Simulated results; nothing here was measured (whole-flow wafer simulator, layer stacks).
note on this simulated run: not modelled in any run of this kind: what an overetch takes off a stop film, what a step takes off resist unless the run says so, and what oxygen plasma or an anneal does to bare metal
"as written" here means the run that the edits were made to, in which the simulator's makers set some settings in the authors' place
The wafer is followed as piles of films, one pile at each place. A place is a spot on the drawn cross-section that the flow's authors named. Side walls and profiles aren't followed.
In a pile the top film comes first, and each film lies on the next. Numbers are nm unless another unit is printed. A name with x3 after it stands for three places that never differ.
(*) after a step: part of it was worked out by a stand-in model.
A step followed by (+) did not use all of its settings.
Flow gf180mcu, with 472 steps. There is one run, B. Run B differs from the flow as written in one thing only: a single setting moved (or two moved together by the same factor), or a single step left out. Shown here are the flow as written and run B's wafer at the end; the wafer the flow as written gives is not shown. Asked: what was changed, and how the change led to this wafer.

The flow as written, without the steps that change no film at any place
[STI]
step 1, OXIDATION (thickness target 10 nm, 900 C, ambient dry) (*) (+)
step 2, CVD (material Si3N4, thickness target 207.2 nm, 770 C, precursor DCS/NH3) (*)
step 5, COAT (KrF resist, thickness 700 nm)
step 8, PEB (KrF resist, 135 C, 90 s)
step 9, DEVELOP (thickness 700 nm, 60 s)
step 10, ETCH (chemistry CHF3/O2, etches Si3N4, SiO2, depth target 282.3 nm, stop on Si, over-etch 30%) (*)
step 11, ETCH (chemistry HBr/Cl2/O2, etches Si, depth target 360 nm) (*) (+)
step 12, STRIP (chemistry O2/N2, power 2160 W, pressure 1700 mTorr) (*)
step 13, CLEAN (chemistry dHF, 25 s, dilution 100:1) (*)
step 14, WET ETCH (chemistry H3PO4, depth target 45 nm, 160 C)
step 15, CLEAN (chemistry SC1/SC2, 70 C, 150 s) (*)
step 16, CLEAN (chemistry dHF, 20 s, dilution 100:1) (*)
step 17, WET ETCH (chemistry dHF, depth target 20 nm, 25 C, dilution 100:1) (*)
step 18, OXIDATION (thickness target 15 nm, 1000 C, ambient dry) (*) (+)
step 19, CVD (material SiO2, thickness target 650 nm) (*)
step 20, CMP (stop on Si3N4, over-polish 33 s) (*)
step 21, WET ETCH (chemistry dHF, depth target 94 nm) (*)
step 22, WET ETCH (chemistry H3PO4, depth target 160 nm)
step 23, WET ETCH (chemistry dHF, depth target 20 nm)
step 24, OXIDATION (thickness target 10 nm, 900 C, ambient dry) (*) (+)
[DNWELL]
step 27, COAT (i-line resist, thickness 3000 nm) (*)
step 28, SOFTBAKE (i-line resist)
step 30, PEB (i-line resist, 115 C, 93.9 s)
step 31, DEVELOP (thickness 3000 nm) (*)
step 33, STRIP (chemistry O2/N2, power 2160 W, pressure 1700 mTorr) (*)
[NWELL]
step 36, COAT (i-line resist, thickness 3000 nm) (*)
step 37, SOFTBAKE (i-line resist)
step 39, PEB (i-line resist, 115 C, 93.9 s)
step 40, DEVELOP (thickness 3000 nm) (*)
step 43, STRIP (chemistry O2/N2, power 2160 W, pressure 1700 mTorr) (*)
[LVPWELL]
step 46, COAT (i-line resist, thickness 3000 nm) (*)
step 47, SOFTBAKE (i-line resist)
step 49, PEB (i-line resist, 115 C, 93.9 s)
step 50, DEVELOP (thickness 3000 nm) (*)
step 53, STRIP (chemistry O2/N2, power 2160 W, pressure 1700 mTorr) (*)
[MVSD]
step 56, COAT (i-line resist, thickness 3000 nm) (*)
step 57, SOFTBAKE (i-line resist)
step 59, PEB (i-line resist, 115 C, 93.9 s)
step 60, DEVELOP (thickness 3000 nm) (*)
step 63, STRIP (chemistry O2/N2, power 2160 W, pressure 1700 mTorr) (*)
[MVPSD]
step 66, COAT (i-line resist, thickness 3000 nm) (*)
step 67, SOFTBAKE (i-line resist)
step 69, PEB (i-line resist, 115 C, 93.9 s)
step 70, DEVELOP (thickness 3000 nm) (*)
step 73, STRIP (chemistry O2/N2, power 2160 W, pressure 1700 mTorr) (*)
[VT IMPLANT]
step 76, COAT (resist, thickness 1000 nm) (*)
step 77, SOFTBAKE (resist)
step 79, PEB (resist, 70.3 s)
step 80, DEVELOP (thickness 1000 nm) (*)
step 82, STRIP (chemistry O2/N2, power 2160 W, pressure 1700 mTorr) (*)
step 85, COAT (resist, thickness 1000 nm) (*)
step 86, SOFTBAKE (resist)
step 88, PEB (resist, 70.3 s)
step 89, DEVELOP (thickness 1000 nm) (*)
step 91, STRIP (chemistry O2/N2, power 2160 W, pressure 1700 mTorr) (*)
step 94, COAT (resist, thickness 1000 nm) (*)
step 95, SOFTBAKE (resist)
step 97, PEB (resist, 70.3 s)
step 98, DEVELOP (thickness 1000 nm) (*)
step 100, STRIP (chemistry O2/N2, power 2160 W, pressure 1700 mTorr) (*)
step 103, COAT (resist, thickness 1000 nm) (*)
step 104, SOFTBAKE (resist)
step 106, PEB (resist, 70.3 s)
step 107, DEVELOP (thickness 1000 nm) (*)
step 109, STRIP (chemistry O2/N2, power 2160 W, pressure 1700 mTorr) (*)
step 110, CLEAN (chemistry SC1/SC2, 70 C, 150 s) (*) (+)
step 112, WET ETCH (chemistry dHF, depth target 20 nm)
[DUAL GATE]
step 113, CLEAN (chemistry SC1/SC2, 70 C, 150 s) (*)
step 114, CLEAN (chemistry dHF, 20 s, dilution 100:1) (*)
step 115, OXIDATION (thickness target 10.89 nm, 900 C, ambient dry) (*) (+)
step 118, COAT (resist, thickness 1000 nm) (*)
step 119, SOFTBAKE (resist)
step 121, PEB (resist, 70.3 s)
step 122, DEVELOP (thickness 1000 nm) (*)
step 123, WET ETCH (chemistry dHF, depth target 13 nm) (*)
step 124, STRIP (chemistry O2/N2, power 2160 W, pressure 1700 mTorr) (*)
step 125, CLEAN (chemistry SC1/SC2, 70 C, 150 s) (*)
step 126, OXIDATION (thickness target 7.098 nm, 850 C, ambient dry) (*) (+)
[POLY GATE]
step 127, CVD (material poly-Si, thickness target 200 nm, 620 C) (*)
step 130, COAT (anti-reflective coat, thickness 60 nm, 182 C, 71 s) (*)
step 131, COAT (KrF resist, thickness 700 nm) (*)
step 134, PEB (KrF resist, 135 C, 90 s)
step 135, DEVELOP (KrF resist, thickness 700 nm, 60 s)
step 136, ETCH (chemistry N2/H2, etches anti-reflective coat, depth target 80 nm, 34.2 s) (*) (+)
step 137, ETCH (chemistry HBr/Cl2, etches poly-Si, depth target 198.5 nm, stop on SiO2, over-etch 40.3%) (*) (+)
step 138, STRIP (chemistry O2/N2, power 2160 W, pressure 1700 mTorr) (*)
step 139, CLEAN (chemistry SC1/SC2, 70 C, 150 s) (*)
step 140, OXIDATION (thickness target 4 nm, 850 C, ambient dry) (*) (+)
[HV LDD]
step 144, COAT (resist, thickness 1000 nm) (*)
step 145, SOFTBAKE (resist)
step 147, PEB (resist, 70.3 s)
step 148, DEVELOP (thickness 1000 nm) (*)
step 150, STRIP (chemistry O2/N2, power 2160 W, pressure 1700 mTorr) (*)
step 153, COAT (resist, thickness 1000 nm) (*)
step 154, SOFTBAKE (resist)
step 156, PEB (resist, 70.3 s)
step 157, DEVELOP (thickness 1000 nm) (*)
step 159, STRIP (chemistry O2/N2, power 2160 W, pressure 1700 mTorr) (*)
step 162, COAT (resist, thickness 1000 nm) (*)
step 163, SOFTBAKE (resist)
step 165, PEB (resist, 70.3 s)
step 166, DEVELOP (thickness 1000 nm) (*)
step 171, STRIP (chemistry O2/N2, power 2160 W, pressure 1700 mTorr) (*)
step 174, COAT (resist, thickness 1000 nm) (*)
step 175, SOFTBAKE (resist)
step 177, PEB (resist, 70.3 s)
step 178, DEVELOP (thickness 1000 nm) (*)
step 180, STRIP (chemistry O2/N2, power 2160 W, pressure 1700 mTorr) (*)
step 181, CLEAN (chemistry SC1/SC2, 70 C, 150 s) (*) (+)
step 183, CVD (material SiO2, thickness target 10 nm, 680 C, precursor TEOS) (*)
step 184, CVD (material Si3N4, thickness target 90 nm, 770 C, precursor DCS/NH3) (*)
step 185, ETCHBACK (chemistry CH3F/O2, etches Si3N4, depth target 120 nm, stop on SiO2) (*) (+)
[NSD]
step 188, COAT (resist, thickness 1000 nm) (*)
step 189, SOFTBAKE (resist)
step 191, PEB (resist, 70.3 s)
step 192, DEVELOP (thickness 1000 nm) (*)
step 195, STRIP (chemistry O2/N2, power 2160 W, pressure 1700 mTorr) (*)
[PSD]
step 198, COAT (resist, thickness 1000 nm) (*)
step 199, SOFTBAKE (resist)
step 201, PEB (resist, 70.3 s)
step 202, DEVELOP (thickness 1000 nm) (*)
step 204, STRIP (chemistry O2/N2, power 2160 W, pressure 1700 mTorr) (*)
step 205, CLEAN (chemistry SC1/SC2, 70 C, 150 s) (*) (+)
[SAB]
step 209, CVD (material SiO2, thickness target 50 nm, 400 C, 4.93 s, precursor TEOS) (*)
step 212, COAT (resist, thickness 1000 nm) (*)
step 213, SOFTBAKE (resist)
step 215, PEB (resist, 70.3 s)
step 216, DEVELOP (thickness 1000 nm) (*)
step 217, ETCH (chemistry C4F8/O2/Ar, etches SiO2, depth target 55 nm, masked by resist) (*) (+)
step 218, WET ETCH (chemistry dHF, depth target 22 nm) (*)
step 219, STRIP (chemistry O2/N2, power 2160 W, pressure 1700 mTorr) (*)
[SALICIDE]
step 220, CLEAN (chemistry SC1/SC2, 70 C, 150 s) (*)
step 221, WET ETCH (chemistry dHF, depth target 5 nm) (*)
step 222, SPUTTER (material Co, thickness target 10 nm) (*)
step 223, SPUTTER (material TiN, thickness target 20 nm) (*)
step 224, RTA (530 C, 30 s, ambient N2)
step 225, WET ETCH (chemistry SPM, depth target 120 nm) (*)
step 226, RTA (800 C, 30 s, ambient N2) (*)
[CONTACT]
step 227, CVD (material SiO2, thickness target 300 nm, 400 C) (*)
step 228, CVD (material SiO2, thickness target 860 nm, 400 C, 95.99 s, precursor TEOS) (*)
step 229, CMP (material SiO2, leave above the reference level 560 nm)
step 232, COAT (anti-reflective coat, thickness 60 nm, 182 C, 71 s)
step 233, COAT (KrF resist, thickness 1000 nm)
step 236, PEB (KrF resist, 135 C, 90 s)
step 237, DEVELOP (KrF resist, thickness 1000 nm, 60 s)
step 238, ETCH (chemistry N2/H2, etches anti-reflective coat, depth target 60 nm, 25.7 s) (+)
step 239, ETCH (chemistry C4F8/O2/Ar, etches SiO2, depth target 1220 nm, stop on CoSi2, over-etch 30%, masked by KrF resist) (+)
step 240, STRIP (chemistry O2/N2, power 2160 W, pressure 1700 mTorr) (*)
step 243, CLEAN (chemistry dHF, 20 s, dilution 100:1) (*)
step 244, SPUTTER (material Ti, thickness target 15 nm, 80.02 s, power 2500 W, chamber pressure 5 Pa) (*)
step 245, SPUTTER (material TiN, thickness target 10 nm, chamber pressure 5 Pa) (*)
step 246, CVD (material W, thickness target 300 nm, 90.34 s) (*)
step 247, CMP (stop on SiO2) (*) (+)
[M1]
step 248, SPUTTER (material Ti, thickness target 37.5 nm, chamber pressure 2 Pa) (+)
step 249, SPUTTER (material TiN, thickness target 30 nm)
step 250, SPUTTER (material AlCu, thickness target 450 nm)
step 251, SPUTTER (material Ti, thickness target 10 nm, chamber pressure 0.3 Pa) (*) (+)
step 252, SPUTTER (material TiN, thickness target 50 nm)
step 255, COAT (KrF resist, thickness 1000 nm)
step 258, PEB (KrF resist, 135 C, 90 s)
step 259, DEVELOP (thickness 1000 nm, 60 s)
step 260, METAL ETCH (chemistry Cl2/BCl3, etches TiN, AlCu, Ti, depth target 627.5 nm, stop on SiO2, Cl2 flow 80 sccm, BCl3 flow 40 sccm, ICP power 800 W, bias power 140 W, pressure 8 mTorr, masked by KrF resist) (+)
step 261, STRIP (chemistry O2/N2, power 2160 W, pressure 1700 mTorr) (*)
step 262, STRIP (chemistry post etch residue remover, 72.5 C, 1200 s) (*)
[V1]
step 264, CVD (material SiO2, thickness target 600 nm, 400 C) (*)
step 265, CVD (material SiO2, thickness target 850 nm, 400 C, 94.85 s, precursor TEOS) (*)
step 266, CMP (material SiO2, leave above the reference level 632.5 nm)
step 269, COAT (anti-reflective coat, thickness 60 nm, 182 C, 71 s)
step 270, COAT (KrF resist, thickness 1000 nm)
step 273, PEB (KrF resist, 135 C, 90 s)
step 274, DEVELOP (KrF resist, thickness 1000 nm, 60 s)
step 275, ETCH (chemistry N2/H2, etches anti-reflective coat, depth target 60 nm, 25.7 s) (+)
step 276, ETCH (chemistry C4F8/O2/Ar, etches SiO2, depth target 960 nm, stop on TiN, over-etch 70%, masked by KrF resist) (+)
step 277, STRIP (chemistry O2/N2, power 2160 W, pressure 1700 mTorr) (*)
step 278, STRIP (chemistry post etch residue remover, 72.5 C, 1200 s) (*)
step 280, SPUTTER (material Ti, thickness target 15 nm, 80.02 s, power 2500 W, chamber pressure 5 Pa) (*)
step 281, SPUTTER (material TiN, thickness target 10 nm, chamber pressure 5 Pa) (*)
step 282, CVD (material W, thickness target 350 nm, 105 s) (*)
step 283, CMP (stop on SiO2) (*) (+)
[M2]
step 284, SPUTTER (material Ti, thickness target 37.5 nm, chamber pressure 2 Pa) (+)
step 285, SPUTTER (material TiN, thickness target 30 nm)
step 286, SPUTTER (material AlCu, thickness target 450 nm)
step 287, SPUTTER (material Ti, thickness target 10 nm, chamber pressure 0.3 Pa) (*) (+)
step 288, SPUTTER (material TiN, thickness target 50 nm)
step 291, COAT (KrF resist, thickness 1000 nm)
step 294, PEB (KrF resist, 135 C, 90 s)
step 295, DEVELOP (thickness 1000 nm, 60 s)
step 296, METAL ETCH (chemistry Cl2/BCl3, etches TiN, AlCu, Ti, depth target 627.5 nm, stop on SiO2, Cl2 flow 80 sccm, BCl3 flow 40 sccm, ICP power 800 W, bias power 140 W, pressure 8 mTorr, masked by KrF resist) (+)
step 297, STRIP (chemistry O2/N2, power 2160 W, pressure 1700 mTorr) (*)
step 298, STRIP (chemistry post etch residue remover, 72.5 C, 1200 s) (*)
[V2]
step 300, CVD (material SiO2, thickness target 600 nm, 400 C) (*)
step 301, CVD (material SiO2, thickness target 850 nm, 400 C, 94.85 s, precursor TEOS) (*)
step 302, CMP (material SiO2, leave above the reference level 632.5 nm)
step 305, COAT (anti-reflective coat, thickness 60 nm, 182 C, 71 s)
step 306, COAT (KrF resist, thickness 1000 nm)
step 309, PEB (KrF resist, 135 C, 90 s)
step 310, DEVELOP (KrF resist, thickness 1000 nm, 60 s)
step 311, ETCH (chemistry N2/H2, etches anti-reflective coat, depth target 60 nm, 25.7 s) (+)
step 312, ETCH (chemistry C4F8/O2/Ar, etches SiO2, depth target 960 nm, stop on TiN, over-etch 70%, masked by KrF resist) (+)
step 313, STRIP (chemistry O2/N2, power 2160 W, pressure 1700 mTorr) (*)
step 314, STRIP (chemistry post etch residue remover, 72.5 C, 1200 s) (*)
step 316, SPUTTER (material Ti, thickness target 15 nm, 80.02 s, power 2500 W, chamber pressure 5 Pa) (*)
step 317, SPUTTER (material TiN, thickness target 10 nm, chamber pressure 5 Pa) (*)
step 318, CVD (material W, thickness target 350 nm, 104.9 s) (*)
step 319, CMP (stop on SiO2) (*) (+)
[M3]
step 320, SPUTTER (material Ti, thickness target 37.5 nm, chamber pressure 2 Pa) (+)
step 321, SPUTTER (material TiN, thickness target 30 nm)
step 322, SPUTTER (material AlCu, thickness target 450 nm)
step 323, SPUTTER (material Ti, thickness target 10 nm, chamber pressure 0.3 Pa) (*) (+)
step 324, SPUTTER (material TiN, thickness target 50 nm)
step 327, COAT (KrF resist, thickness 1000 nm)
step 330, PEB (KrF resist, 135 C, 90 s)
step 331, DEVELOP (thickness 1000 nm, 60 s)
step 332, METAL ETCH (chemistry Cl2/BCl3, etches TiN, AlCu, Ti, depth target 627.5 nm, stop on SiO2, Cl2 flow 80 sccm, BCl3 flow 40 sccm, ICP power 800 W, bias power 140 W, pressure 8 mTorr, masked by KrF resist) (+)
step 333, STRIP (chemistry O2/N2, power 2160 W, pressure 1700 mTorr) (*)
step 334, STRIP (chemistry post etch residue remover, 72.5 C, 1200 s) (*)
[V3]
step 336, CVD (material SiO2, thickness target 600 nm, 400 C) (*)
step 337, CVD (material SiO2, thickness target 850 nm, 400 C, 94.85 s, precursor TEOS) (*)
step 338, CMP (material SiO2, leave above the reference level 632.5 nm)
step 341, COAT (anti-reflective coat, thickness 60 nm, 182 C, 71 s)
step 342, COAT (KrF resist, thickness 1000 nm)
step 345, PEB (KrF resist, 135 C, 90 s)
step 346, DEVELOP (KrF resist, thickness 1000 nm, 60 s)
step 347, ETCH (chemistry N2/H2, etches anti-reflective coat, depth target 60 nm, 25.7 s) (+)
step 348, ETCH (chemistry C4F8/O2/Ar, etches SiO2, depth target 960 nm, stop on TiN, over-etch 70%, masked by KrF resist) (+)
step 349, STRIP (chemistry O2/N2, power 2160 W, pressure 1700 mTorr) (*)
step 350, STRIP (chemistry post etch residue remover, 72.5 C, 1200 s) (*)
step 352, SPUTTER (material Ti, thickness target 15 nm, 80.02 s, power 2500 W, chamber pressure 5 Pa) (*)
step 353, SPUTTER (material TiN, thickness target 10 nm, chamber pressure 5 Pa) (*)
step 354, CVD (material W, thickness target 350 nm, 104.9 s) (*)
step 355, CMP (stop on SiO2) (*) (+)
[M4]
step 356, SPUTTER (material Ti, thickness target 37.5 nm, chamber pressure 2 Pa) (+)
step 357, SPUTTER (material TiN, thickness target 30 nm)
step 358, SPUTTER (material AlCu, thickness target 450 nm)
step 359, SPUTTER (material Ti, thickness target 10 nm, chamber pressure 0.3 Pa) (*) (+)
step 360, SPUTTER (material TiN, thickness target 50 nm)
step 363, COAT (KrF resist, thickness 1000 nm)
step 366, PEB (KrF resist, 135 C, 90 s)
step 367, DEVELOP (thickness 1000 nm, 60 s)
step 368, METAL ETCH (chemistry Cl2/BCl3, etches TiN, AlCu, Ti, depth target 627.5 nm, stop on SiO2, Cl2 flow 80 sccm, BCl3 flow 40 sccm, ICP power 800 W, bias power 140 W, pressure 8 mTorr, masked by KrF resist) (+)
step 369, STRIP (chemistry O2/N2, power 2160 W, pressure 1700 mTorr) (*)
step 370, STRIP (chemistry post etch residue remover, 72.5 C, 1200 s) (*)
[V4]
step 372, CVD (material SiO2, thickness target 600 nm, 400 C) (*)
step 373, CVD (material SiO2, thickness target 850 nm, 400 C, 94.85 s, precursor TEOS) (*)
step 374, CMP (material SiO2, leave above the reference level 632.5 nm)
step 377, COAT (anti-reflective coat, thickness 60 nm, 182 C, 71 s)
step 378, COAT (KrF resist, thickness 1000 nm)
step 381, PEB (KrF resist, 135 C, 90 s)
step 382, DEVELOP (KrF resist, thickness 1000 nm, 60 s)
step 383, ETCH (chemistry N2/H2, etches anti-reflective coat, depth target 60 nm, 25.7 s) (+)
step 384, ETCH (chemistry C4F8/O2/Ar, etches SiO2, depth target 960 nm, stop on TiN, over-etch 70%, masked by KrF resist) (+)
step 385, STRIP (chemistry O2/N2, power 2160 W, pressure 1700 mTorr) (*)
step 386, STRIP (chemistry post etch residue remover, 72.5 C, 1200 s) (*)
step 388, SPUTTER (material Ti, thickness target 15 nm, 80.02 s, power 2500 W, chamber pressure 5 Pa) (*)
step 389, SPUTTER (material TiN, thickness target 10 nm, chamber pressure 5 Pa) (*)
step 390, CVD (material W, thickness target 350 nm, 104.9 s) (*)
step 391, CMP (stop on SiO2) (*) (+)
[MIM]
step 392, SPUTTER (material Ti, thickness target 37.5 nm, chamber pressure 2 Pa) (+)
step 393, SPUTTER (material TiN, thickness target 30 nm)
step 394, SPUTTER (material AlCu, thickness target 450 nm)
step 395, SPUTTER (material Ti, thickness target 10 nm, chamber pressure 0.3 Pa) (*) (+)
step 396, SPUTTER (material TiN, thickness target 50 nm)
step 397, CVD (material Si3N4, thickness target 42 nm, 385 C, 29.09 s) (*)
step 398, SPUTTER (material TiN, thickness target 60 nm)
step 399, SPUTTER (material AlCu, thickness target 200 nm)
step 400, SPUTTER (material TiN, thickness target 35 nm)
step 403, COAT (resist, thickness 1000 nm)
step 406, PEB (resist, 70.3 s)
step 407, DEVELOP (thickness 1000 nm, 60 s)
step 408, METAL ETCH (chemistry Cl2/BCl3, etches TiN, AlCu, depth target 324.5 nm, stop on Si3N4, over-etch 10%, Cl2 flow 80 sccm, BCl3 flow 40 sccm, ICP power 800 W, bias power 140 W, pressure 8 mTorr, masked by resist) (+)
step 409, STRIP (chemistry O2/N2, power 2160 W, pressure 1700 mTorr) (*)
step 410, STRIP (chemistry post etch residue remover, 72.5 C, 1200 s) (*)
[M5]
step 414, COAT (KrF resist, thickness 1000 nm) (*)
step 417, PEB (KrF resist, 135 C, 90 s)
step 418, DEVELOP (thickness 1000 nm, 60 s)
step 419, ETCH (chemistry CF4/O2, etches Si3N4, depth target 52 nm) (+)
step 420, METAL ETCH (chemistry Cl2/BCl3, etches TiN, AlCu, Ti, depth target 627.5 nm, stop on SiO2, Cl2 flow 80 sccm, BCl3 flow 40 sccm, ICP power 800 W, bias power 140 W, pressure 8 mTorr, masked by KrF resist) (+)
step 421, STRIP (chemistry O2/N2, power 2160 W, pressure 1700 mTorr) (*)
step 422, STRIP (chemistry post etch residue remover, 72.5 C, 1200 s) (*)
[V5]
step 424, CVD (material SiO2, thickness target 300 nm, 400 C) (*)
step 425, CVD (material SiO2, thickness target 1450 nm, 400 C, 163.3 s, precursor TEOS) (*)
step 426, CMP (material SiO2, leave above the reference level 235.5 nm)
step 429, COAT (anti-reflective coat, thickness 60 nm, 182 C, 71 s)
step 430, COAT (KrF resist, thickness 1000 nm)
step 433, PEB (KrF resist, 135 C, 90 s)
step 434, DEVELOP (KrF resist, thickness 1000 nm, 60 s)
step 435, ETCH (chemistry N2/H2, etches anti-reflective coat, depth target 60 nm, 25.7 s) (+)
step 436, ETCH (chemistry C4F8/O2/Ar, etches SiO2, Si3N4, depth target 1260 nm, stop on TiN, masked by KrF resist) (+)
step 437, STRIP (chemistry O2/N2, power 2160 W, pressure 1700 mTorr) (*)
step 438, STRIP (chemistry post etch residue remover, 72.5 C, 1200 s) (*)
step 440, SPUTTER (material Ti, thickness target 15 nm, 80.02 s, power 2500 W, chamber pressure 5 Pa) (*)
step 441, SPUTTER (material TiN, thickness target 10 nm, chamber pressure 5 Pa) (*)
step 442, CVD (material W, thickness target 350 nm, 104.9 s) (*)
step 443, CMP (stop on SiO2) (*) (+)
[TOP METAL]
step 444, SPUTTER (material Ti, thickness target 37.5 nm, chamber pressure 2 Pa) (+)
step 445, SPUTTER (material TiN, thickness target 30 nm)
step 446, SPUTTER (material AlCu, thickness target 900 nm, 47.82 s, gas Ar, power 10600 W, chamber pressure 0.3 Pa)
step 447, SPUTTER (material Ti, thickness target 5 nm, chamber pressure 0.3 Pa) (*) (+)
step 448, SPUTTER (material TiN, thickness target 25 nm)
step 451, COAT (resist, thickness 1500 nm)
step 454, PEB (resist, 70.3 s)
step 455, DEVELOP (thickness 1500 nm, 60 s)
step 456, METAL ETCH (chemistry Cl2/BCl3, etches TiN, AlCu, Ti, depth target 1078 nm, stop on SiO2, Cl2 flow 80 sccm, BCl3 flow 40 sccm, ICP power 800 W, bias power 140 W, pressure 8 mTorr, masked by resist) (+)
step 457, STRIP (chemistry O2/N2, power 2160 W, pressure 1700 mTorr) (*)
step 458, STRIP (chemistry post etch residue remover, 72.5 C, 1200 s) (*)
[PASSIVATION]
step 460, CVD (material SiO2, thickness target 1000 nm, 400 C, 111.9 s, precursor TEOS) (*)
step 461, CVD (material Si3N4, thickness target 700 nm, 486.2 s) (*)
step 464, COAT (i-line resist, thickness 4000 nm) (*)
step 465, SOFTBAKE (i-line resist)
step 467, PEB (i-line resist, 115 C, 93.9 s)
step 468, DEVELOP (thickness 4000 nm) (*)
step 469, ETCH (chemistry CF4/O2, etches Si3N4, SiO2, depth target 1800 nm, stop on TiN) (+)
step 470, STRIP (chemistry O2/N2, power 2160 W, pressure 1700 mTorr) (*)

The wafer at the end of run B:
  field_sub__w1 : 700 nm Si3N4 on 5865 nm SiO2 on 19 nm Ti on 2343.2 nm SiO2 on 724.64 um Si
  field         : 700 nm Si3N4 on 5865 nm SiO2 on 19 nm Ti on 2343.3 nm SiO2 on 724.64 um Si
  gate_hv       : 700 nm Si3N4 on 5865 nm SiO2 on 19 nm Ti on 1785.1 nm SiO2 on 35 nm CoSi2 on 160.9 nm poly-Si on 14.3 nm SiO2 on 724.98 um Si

The reason: step 296, METAL ETCH: depth target 558.5 nm was run, though the flow has depth target 627.5 nm.

Step by step, how the change led to this:
  step 296, METAL ETCH (chemistry Cl2/BCl3, etches TiN, AlCu, Ti, depth target 627.5 nm, stop on SiO2, Cl2 flow 80 sccm, BCl3 flow 40 sccm, ICP power 800 W, bias power 140 W, pressure 8 mTorr, masked by KrF resist) (+)
      field, field__w1, field__w2 and 103 more: -50 TiN (all of it), -10 Ti (all of it), -450 AlCu (all of it), -30 TiN (all of it), -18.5 Ti (as written it would have been: -50 TiN (all of it), -10 Ti (all of it), -450 AlCu (all of it), -30 TiN (all of it), -37.5 Ti (all of it))
      field__w8, contact, m1, m1__w1, m1_nw: -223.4 KrF resist (as written it would have been: -251 KrF resist)
  step 297, STRIP (chemistry O2/N2, power 2160 W, pressure 1700 mTorr) (*)
      field__w8, contact, m1, m1__w1, m1_nw: -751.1 KrF resist (all of it) (as written it would have been: -723.5 KrF resist (all of it))
  step 300, CVD (material SiO2, thickness target 600 nm, 400 C) (*)
      field, field__w1, field__w2 and 103 more: +600 SiO2 (new film) (as written it would have been: +600 SiO2)
  step 302, CMP (material SiO2, leave above the reference level 632.5 nm)
      field, field__w1, field__w2 and 103 more: -319 SiO2 (as written it would have been: -300 SiO2)
With metal films that touch counted as one body, field_sub__w1 has 1 body; the flow as written gives 0 bodies.
With metal films that touch counted as one body, field has 1 body; the flow as written gives 0 bodies.
With metal films that touch counted as one body, gate_hv has 2 bodies (between them, from the top down: SiO2 1785.1); the flow as written gives 1 body.
